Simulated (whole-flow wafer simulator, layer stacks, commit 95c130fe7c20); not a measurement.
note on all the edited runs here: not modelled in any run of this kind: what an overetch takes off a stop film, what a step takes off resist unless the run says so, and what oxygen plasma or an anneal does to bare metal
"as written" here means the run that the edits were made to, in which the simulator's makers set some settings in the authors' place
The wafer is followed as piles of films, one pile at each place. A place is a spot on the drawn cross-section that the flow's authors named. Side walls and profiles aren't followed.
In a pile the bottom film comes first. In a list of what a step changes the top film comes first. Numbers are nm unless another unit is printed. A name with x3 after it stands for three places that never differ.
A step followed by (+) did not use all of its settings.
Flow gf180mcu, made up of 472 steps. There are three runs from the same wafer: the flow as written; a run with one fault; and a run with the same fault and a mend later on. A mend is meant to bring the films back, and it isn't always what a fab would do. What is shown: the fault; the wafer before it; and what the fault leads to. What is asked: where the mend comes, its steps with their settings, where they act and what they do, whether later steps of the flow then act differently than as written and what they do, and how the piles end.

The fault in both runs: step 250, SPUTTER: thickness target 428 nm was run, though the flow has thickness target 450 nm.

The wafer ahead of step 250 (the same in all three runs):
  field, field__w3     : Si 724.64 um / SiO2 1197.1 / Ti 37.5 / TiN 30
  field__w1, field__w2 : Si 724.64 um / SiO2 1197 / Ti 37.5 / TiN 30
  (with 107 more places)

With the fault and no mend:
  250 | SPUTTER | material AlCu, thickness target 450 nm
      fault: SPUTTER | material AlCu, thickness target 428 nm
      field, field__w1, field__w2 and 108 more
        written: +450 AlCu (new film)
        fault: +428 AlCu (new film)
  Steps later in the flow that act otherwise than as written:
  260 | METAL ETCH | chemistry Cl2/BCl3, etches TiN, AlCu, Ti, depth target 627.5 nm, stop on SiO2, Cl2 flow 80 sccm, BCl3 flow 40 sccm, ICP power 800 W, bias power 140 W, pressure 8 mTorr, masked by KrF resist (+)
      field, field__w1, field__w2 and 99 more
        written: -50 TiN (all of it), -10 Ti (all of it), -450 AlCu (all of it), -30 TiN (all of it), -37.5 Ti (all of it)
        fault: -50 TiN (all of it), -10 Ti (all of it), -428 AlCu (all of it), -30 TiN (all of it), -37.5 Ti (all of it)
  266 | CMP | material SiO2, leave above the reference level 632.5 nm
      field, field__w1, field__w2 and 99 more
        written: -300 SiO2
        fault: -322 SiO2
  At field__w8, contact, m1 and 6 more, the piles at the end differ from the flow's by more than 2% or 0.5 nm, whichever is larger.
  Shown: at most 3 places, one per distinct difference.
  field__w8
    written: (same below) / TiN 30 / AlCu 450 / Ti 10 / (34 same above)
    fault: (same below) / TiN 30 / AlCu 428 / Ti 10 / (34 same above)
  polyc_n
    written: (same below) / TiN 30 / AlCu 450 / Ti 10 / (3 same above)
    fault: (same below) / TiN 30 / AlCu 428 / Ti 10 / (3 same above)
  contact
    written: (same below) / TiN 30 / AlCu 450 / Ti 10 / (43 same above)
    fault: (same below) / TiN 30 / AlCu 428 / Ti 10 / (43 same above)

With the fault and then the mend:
  The mend follows step 250.
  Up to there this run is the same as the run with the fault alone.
  250a | SPUTTER | material AlCu, thickness target 22 nm (the flow's step 250, run once more with other settings)
      field, field__w1, field__w2 and 108 more
        +22 AlCu
  Later steps of the flow that are run all act as written at every place that is followed.
  At every place that both follow, the piles at the end match the flow's.
